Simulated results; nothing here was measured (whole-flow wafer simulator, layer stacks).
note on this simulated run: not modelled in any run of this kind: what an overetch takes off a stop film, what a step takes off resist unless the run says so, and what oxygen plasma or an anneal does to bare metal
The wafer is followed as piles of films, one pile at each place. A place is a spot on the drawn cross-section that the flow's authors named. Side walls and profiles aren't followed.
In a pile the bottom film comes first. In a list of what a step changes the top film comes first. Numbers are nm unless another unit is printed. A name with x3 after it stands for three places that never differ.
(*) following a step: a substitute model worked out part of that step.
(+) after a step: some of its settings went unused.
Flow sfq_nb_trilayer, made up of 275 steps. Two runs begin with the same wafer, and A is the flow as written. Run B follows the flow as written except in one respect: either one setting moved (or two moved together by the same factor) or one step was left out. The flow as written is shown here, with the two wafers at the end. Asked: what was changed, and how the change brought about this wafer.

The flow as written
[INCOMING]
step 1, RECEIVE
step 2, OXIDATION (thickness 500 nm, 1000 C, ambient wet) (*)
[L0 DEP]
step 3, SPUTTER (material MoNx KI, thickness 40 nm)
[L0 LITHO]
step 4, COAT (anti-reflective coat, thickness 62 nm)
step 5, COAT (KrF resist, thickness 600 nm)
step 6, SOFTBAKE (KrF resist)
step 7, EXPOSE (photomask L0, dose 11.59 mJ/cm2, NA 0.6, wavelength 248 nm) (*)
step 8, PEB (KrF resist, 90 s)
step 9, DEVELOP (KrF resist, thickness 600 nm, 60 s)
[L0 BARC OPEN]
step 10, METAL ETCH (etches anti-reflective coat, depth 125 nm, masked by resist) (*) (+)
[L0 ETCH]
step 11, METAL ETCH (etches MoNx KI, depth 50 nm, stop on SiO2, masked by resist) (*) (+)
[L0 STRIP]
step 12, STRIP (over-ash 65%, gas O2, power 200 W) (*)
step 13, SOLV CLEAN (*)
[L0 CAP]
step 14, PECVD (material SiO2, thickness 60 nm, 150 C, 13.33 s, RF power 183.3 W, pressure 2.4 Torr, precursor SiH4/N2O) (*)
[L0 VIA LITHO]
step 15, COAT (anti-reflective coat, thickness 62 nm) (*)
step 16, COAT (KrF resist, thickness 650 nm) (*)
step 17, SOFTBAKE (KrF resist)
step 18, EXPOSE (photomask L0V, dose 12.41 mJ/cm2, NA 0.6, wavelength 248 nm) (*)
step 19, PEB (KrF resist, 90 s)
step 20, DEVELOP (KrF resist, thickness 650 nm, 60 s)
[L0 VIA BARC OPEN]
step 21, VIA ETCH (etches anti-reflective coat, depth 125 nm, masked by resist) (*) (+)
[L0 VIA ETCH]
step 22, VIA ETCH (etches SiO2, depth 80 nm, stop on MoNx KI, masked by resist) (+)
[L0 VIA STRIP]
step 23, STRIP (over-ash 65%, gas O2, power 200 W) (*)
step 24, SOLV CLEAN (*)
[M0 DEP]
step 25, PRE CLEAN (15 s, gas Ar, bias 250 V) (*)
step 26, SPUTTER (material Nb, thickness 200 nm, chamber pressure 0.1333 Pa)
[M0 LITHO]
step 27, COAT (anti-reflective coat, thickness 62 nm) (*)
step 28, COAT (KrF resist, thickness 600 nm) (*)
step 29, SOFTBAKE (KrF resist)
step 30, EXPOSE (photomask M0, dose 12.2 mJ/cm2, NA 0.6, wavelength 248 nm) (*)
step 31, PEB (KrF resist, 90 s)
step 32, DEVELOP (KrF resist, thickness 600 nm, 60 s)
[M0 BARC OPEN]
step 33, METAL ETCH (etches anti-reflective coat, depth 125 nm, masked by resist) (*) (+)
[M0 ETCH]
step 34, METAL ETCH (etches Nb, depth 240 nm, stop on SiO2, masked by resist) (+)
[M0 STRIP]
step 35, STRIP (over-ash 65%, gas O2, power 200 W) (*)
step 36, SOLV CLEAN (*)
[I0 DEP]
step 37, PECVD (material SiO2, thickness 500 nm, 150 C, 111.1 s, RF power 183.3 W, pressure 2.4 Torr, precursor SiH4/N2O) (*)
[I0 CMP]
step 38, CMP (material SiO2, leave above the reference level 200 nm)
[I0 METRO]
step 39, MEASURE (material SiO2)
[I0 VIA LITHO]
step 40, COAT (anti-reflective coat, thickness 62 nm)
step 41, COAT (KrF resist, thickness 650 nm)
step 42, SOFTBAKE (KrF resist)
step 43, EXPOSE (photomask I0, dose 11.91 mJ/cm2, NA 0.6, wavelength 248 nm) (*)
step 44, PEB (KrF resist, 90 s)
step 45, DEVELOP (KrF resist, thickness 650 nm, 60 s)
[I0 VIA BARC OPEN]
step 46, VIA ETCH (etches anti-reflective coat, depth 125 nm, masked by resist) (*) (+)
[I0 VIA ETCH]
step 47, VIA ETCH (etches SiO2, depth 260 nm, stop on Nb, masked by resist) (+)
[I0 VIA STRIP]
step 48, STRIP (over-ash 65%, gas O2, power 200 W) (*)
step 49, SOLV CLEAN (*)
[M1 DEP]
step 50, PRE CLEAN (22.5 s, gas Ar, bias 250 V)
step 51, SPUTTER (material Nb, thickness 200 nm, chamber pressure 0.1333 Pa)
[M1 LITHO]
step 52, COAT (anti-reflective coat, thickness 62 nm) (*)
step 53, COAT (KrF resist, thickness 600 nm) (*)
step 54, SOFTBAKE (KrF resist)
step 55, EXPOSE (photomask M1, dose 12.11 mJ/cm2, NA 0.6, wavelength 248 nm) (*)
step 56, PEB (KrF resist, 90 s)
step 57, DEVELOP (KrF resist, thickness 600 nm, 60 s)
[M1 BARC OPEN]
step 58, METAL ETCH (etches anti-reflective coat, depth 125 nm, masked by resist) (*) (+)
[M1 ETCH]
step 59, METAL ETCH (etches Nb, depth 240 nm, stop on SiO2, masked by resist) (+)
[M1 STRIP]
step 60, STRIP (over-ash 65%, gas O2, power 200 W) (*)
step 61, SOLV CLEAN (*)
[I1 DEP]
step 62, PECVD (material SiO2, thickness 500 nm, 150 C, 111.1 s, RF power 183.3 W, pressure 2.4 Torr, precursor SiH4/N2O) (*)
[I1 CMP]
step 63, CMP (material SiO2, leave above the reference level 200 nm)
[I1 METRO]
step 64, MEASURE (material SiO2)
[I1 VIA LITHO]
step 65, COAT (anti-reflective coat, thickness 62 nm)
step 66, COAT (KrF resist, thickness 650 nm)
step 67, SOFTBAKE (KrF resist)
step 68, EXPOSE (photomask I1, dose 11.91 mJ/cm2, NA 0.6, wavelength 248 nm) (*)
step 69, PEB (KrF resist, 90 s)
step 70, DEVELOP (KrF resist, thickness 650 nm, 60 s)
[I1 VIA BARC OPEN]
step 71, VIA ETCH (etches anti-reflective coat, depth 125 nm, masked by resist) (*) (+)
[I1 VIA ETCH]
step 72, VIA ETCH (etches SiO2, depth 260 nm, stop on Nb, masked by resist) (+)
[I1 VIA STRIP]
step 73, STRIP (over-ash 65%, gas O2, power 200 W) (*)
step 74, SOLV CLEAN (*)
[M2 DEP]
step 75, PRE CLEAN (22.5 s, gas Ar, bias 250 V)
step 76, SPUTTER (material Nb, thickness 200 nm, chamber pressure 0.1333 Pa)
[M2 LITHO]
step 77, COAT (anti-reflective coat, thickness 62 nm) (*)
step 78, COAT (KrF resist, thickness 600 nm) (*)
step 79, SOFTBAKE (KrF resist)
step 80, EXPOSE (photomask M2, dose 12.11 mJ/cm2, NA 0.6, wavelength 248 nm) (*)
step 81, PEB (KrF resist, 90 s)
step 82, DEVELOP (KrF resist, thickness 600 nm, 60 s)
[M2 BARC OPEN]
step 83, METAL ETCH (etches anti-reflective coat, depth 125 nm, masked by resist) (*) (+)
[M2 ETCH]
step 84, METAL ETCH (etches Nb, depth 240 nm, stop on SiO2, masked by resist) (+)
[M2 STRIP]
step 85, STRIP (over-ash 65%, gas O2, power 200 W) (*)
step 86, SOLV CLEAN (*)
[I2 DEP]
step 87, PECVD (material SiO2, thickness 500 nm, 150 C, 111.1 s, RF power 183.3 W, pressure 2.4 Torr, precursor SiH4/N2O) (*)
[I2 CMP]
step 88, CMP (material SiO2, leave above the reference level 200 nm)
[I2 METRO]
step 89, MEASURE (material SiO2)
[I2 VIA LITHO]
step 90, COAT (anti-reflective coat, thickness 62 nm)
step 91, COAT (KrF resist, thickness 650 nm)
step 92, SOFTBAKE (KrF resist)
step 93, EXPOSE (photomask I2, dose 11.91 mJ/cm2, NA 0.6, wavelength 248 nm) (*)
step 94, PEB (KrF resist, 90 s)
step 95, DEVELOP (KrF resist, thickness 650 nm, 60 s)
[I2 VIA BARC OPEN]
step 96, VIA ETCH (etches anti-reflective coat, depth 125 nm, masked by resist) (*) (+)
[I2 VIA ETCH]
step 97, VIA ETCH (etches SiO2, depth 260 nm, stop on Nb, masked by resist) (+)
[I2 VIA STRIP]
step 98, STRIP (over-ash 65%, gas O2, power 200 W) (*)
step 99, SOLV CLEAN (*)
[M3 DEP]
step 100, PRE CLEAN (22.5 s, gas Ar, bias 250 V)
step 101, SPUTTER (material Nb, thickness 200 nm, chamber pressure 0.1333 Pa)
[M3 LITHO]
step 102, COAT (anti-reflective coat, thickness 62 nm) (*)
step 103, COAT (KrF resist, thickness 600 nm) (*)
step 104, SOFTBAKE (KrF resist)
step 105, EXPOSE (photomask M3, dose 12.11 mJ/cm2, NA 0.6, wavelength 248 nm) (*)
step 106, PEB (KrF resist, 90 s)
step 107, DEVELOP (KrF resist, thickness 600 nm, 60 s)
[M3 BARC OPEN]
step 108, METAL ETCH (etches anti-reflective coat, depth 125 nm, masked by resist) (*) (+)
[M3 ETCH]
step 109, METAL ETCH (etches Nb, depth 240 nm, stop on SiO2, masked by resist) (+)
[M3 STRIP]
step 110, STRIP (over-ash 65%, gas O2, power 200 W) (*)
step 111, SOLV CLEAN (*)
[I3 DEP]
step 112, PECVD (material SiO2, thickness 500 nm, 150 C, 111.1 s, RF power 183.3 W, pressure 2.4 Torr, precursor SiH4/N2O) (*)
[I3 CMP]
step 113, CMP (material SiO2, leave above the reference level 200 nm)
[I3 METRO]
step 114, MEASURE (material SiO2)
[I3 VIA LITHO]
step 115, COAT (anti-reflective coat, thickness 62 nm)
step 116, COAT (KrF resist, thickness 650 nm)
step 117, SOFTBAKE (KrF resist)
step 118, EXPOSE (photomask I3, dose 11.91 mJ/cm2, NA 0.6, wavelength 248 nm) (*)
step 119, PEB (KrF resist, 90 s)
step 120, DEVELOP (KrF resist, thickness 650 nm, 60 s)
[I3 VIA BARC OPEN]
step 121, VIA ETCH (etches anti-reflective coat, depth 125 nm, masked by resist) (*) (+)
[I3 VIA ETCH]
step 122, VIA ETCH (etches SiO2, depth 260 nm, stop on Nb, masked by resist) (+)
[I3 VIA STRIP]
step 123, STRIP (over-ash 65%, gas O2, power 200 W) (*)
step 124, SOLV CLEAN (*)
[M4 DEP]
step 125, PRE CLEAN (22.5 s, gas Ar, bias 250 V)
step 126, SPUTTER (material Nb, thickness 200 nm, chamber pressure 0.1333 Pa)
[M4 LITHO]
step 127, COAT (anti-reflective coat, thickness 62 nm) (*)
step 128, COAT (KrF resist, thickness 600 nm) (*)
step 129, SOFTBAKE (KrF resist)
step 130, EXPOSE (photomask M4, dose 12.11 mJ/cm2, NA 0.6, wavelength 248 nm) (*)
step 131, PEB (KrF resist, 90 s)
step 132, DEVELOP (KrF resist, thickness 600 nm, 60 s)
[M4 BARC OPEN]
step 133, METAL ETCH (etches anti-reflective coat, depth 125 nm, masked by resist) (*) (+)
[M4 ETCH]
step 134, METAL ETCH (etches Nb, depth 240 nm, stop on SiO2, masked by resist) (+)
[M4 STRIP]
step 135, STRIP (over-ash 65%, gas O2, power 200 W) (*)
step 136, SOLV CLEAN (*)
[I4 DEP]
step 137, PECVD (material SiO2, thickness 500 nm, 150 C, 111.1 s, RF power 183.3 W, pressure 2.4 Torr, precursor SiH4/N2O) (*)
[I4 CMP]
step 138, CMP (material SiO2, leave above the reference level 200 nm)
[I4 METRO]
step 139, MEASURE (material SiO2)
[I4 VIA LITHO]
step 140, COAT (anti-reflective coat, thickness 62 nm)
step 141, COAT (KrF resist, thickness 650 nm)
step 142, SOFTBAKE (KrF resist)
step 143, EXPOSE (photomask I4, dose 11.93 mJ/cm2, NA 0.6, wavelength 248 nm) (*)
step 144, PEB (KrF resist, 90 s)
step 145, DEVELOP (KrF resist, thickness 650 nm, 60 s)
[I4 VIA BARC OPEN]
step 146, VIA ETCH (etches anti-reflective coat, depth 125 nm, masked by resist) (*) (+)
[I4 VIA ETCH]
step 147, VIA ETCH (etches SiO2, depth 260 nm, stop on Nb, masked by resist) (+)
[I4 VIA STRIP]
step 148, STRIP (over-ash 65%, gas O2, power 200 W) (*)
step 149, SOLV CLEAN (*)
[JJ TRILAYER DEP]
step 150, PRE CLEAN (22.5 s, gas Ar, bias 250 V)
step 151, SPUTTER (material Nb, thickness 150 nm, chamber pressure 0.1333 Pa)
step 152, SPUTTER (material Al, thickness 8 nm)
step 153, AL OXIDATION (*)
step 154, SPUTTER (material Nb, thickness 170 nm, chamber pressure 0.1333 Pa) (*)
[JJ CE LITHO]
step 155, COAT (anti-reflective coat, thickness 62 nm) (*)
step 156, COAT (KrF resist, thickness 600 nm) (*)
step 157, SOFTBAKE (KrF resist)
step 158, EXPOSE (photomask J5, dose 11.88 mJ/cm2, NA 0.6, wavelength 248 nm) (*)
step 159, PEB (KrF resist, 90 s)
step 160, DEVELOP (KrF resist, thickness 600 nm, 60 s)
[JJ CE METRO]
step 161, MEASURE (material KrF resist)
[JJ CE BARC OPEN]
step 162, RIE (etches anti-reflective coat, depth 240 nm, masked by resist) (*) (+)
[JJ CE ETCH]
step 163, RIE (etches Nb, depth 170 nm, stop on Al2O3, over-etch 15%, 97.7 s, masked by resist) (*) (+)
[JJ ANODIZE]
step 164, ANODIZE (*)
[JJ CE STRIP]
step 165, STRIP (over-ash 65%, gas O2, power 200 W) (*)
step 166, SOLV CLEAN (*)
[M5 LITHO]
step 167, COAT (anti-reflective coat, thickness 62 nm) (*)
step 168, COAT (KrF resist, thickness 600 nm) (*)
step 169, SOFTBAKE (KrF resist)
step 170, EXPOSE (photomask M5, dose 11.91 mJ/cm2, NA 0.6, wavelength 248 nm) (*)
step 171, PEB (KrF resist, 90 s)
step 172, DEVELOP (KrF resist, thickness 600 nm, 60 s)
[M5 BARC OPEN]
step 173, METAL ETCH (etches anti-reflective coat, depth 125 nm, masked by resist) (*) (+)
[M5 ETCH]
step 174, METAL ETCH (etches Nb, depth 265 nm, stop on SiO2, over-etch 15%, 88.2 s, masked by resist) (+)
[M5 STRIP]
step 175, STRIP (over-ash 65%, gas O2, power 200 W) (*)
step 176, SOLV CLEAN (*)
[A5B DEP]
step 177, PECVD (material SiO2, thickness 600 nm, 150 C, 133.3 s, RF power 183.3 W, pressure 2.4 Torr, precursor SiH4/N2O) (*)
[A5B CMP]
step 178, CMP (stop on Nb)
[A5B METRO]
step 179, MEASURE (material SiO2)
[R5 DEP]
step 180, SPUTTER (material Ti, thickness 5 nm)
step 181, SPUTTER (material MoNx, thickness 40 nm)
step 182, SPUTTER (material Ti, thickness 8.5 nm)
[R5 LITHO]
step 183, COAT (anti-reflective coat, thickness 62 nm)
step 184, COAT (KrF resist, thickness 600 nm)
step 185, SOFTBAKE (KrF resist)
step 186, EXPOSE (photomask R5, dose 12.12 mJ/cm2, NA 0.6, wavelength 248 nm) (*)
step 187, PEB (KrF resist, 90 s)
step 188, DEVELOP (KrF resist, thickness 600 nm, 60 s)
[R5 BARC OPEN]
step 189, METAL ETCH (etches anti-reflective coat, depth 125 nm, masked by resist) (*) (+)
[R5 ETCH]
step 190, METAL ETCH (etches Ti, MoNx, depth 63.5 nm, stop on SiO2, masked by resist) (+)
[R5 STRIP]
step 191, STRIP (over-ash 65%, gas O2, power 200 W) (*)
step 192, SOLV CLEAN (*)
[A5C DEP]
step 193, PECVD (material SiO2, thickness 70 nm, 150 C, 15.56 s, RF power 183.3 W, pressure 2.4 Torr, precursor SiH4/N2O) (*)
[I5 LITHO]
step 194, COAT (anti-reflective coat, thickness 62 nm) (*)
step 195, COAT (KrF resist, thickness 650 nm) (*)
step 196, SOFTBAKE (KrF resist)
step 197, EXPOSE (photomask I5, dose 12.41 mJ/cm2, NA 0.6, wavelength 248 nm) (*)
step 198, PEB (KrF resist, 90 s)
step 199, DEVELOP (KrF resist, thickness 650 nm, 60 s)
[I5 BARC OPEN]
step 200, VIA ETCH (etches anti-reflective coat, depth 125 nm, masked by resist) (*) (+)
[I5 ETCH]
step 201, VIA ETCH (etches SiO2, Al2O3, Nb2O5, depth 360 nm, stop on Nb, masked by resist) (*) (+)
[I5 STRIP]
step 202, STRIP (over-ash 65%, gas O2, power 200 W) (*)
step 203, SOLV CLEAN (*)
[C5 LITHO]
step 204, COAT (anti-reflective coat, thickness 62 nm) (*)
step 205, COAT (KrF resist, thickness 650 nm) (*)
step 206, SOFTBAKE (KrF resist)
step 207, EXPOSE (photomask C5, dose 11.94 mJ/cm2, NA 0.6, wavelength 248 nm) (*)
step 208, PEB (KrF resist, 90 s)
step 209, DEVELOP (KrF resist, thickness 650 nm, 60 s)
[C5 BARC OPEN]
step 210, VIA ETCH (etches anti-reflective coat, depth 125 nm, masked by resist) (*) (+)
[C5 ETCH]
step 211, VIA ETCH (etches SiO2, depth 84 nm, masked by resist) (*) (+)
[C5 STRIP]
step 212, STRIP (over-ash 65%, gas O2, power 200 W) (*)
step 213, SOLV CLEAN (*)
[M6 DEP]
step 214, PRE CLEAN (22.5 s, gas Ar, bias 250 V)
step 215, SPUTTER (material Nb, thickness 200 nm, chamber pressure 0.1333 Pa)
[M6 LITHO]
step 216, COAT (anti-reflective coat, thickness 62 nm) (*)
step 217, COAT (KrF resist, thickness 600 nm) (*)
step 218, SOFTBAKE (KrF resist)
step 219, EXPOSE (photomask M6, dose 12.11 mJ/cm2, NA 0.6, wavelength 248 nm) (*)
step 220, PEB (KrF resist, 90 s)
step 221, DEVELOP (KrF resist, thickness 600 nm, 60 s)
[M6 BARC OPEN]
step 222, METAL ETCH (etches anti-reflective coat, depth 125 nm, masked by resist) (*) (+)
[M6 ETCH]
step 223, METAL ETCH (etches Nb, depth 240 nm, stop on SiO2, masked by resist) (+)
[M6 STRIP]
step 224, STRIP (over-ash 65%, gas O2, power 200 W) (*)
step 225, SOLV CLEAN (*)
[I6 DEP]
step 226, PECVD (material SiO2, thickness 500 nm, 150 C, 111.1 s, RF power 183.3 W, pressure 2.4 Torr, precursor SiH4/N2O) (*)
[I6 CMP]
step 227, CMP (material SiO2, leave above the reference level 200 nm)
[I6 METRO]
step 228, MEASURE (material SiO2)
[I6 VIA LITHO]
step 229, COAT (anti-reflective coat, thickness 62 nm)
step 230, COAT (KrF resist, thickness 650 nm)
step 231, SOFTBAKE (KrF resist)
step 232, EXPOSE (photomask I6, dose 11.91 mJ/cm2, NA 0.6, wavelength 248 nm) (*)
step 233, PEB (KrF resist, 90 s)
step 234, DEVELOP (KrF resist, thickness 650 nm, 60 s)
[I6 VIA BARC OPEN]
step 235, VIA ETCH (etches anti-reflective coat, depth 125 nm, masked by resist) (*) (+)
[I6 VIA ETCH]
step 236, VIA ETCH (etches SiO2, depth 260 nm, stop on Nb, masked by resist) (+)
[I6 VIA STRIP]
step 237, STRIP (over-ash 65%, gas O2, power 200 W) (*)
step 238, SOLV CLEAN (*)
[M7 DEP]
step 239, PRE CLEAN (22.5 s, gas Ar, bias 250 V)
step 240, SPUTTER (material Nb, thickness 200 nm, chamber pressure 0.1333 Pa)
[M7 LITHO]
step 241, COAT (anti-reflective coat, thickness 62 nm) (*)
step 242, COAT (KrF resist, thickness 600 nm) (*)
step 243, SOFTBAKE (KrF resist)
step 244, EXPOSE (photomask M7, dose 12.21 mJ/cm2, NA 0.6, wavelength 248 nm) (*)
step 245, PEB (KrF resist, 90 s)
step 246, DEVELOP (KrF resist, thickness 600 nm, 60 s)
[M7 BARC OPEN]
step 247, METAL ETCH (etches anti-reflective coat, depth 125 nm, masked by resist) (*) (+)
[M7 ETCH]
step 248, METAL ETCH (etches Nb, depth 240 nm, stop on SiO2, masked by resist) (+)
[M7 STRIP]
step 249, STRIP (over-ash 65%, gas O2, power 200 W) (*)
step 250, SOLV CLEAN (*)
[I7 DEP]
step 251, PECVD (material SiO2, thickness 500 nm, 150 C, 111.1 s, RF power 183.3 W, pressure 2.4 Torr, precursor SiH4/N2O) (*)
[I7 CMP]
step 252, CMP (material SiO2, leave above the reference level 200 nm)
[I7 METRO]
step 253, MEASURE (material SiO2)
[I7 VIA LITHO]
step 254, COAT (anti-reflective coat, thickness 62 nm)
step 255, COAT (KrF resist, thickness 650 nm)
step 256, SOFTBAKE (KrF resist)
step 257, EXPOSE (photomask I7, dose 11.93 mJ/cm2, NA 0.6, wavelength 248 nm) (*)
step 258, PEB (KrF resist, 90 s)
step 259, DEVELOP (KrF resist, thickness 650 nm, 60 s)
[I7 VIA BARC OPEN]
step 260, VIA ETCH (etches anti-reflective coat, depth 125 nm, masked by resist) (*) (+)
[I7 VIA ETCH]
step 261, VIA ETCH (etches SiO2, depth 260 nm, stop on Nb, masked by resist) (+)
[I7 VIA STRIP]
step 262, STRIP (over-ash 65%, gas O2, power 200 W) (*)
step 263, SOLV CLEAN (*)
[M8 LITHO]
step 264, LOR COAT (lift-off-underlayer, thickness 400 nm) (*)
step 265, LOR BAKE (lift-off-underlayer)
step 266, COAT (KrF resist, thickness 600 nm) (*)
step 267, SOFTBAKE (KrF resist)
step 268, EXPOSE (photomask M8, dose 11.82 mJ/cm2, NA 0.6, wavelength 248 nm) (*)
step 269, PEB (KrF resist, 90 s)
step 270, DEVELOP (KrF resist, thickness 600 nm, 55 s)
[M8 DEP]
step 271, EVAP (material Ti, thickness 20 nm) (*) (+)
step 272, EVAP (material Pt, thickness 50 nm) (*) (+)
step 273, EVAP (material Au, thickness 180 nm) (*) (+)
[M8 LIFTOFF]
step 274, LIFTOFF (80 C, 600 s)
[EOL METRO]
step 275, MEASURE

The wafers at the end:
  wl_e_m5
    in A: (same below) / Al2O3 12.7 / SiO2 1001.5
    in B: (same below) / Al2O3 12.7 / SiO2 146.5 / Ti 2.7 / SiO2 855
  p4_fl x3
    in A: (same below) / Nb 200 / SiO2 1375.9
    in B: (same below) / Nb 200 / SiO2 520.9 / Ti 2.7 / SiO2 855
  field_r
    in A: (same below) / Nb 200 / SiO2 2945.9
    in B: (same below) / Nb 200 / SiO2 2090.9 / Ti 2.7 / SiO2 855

Cause: step 190, METAL ETCH: depth 50.8 nm was run, though the flow has depth 63.5 nm.

How this came from the change, step by step:
  step 190, METAL ETCH (etches Ti, MoNx, depth 63.5 nm, stop on SiO2, masked by resist) (+)
      field_l, v_sur, via_wl and 92 more: A Ti loses 8.5 (all of it), MoNx loses 40 (all of it), Ti loses 5 (all of it) | B Ti loses 8.5 (all of it), MoNx loses 40 (all of it), Ti loses 2.3
      ce_l, c5j, ce_r, wl_jj: A Ti loses 8.5 (all of it), MoNx loses 40 (all of it), Ti loses 5 (all of it), Nb loses 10 | B Ti loses 8.5 (all of it), MoNx loses 40 (all of it), Ti loses 2.3
      (and at 7 other places as well)
  step 193, PECVD (material SiO2, thickness 70 nm, 150 C, 15.56 s, RF power 183.3 W, pressure 2.4 Torr, precursor SiH4/N2O) (*)
      field_l, v_sur, via_wl and 92 more: A SiO2 gains 70 | B SiO2 gains 70 (new film)
  step 194, COAT (anti-reflective coat, thickness 62 nm) (*)
      wl_j_sl, wl_j_sr: A anti-reflective coat gains 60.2 (new film) | B anti-reflective coat gains 62 (new film)
      jj_sur: A anti-reflective coat gains 60.8 (new film) | B anti-reflective coat gains 62.7 (new film)
      (and at 5 other places as well)
  step 201, VIA ETCH (etches SiO2, Al2O3, Nb2O5, depth 360 nm, stop on Nb, masked by resist) (*) (+)
      be: A SiO2 loses 216.4 (all of it), Al2O3 loses 12.7 (all of it), Nb2O5 loses 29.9 (all of it) | B SiO2 loses 69.8 (all of it), Ti loses 2.7 (all of it), SiO2 loses 146.5 (all of it), Al2O3 loses 12.7 (all of it), Nb2O5 loses 29.9 (all of it)
  step 202, STRIP (over-ash 65%, gas O2, power 200 W) (*)
      wl_j_sl, wl_j_sr: A KrF resist loses 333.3 (all of it), anti-reflective coat loses 60.2 (all of it) | B KrF resist loses 333.1 (all of it), anti-reflective coat loses 62 (all of it)
      jj_sur: A KrF resist loses 337.2 (all of it), anti-reflective coat loses 60.8 (all of it) | B KrF resist loses 336.7 (all of it), anti-reflective coat loses 62.7 (all of it)
      (and at 5 other places as well)
  step 204, COAT (anti-reflective coat, thickness 62 nm) (*)
      wl_j_sl, wl_j_sr: A anti-reflective coat gains 60.2 (new film) | B anti-reflective coat gains 62 (new film)
      jj_sur: A anti-reflective coat gains 59.5 (new film) | B anti-reflective coat gains 61.3 (new film)
      (and at 5 other places as well)
  step 210, VIA ETCH (etches anti-reflective coat, depth 125 nm, masked by resist) (*) (+)
      c5j: A anti-reflective coat loses 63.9 (all of it), SiO2 loses 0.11 | B anti-reflective coat loses 61.3 (all of it), SiO2 loses 0.12
  step 211, VIA ETCH (etches SiO2, depth 84 nm, masked by resist) (*) (+)
      c5j: A SiO2 loses 69.9 (all of it), Nb loses 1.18 | B SiO2 loses 69.9 (all of it)
  step 212, STRIP (over-ash 65%, gas O2, power 200 W) (*)
      wl_j_sl, wl_j_sr: A KrF resist loses 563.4 (all of it), anti-reflective coat loses 60.2 (all of it) | B KrF resist loses 563 (all of it), anti-reflective coat loses 62 (all of it)
      jj_sur: A KrF resist loses 562 (all of it), anti-reflective coat loses 59.5 (all of it) | B KrF resist loses 561.3 (all of it), anti-reflective coat loses 61.3 (all of it)
      (and at 4 other places as well)
  step 214, PRE CLEAN (22.5 s, gas Ar, bias 250 V)
      c5j: A Nb loses 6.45 | B Ti loses 2.7 (all of it), Nb loses 2.17
  step 216, COAT (anti-reflective coat, thickness 62 nm) (*)
      wl_j_sl, wl_j_sr: A anti-reflective coat gains 60.2 (new film) | B anti-reflective coat gains 62 (new film)
      jj_sur: A anti-reflective coat gains 56.1 (new film) | B anti-reflective coat gains 58.5 (new film)
      (and at 5 other places as well)
  step 224, STRIP (over-ash 65%, gas O2, power 200 W) (*)
      wl_j_sl, wl_j_sr: A KrF resist loses 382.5 (all of it), anti-reflective coat loses 60.2 (all of it) | B KrF resist loses 382.4 (all of it), anti-reflective coat loses 62 (all of it)
      jj_sur: A KrF resist loses 378.5 (all of it), anti-reflective coat loses 56.1 (all of it) | B KrF resist loses 377.9 (all of it), anti-reflective coat loses 58.5 (all of it)
      (and at 5 other places as well)
  step 227, CMP (material SiO2, leave above the reference level 200 nm)
      ce_l, ce_r, wl_jj: A SiO2 loses 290 | B SiO2 loses 300
      c5j: A SiO2 loses 223 | B SiO2 loses 233
With metal films that touch counted as one body, wl_e_m5 has 7 bodies (between them, from the top down: SiO2 146.5 / Al2O3 12.7 / Nb2O5 29.9; SiO2 192.5; SiO2 192.5; SiO2 192.5; SiO2 192.5; SiO2 192.5); the flow as written gives 6 bodies (between them, from the top down: SiO2 192.5; SiO2 192.5; SiO2 192.5; SiO2 192.5; SiO2 192.5).
With metal films that touch counted as one body, p4_fl x3 has 3 bodies (between them, from the top down: SiO2 520.9; SiO2 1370); the flow as written gives 2 bodies (between them, from the top down: SiO2 1370).
With metal films that touch counted as one body, field_r has 2 bodies (between them, from the top down: SiO2 2090.9); the flow as written gives 1 body.
